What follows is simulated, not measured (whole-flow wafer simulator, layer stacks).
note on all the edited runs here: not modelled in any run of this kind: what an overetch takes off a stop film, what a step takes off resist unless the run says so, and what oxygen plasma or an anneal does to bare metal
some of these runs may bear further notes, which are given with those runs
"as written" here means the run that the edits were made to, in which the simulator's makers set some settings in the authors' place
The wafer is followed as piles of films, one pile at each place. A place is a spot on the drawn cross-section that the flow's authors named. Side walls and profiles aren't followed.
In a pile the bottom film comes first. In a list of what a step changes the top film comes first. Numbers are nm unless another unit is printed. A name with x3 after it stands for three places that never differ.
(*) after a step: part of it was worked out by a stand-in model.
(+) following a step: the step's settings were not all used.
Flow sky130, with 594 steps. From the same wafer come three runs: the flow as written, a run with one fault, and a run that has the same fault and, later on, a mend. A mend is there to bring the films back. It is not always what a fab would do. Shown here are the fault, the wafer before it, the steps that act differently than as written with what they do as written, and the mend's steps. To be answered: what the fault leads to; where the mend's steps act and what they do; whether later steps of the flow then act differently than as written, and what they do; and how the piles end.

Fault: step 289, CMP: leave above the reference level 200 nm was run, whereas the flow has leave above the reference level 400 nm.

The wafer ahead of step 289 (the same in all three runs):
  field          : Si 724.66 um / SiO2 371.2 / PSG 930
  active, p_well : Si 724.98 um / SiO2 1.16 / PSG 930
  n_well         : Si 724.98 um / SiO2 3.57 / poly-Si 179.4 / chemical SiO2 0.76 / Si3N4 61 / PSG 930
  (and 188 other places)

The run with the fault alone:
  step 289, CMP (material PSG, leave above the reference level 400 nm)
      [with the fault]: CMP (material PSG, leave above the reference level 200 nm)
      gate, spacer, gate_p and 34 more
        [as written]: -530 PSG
        [with the fault]: -730 PSG
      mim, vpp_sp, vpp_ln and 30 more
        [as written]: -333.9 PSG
        [with the fault]: -533.9 PSG
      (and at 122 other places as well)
  Steps later in the flow that act otherwise than as written:
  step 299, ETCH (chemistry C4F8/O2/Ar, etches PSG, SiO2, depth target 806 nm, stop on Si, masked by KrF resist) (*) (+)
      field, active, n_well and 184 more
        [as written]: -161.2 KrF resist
        [with the fault]: -133.4 KrF resist
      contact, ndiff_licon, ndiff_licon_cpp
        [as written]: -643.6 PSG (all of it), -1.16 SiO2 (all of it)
        [with the fault]: -443.6 PSG (all of it), -1.16 SiO2 (all of it)
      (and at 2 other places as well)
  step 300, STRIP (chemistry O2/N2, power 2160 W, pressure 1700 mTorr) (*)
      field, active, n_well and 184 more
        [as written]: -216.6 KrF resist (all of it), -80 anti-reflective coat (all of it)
        [with the fault]: -244.4 KrF resist (all of it), -80 anti-reflective coat (all of it)
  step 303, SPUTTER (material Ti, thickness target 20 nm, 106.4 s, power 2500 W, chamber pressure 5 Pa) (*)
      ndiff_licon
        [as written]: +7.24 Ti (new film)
        [with the fault]: +9.91 Ti (new film)
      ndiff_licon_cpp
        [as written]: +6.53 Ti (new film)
        [with the fault]: +8.93 Ti (new film)
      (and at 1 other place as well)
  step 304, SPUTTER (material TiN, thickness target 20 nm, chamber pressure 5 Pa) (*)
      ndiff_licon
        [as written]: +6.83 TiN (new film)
        [with the fault]: +9.48 TiN (new film)
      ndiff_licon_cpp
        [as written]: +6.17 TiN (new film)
        [with the fault]: +8.57 TiN (new film)
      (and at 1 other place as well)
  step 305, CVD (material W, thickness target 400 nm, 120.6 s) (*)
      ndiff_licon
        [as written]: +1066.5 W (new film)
        [with the fault]: +861.2 W (new film)
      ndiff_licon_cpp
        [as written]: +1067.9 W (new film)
        [with the fault]: +863.1 W (new film)
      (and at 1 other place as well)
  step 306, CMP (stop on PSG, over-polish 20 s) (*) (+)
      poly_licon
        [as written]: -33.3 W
        [with the fault]: -233.3 W
  By the end, the piles at field, active, n_well and 190 more depart from the flow's by more than 2% or 0.5 nm, whichever is larger.
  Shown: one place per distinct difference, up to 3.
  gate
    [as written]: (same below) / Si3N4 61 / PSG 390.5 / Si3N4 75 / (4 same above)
    [with the fault]: (same below) / Si3N4 61 / PSG 190.5 / Si3N4 75 / (4 same above)
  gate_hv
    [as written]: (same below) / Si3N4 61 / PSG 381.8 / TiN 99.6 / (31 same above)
    [with the fault]: (same below) / Si3N4 61 / PSG 181.8 / TiN 99.6 / (31 same above)
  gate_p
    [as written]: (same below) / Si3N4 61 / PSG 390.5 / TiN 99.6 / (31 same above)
    [with the fault]: (same below) / Si3N4 61 / PSG 190.5 / TiN 99.6 / (31 same above)

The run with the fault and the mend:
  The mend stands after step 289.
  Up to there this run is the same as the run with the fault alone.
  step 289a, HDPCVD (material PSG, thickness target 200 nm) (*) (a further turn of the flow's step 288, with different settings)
      field, active, n_well and 189 more
        +200 PSG
  None of the later steps of the flow differs from how it acts as written, at any place that is followed, by more than 2% or 0.5 nm, whichever is larger.
  When the end is reached, the piles differ only a little from the flow's at the places that both follow, at most by 2% or 0.5 nm, whichever is larger.
